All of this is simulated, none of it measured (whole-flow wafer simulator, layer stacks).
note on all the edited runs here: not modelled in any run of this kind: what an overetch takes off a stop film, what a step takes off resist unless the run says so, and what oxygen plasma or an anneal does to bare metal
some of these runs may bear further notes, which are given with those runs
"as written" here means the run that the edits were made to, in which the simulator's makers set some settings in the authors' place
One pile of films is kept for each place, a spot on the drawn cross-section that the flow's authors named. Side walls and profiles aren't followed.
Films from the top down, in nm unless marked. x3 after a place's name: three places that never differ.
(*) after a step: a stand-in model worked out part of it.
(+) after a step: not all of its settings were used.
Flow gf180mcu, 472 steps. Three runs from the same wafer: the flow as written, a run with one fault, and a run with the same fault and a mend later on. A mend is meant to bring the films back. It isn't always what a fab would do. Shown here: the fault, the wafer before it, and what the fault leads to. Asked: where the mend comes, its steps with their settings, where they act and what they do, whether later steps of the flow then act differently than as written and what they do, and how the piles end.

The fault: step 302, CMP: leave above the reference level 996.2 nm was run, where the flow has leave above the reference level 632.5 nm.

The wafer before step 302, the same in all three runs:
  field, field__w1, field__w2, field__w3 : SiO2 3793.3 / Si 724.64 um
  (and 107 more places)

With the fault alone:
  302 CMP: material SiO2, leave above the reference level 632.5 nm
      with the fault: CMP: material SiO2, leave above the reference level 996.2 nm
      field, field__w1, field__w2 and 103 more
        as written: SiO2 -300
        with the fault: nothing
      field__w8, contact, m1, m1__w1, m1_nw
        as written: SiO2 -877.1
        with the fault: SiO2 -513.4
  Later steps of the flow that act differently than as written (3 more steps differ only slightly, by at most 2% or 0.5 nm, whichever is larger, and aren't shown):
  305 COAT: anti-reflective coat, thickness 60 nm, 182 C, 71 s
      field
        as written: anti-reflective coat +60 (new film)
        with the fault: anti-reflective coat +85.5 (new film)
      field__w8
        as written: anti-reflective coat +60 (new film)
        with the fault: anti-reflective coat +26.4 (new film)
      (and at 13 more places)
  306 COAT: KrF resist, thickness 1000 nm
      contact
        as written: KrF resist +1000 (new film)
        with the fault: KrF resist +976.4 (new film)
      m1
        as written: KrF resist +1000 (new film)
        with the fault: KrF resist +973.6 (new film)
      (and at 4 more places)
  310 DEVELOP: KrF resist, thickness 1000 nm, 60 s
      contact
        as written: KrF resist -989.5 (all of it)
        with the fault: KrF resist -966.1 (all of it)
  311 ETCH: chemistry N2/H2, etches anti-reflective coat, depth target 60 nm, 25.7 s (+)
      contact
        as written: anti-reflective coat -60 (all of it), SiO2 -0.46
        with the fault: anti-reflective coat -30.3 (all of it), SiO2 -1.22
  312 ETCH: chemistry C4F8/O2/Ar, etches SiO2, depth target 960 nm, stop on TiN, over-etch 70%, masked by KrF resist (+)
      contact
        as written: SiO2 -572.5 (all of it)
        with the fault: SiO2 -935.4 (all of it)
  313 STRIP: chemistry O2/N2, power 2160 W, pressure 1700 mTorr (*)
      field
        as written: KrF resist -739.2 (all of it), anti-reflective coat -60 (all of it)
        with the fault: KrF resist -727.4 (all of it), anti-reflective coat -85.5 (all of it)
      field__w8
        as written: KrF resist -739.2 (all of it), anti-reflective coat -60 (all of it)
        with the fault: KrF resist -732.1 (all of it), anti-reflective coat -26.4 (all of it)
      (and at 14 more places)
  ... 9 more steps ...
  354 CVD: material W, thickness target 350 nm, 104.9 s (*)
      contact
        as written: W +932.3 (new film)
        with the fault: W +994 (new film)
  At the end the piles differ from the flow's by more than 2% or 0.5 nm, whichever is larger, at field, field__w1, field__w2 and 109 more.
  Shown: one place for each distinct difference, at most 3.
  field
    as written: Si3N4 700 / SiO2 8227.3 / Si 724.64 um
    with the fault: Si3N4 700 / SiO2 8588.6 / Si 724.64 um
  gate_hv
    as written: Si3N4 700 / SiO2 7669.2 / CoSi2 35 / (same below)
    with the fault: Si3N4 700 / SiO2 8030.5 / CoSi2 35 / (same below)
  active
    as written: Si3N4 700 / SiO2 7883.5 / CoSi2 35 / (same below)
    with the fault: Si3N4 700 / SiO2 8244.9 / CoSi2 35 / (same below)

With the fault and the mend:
  The mend comes after step 302.
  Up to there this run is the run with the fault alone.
  302a CMP: material SiO2, leave above the reference level 632.5 nm (the flow's step 302 once more)
      field, field__w1, field__w2 and 103 more
        SiO2 -300
      field__w8, contact, m1, m1__w1, m1_nw
        SiO2 -363.7
  No later step of the flow acts differently than as written at any place that is followed.
  At the end the piles are the same as the flow's at every place that both follow.
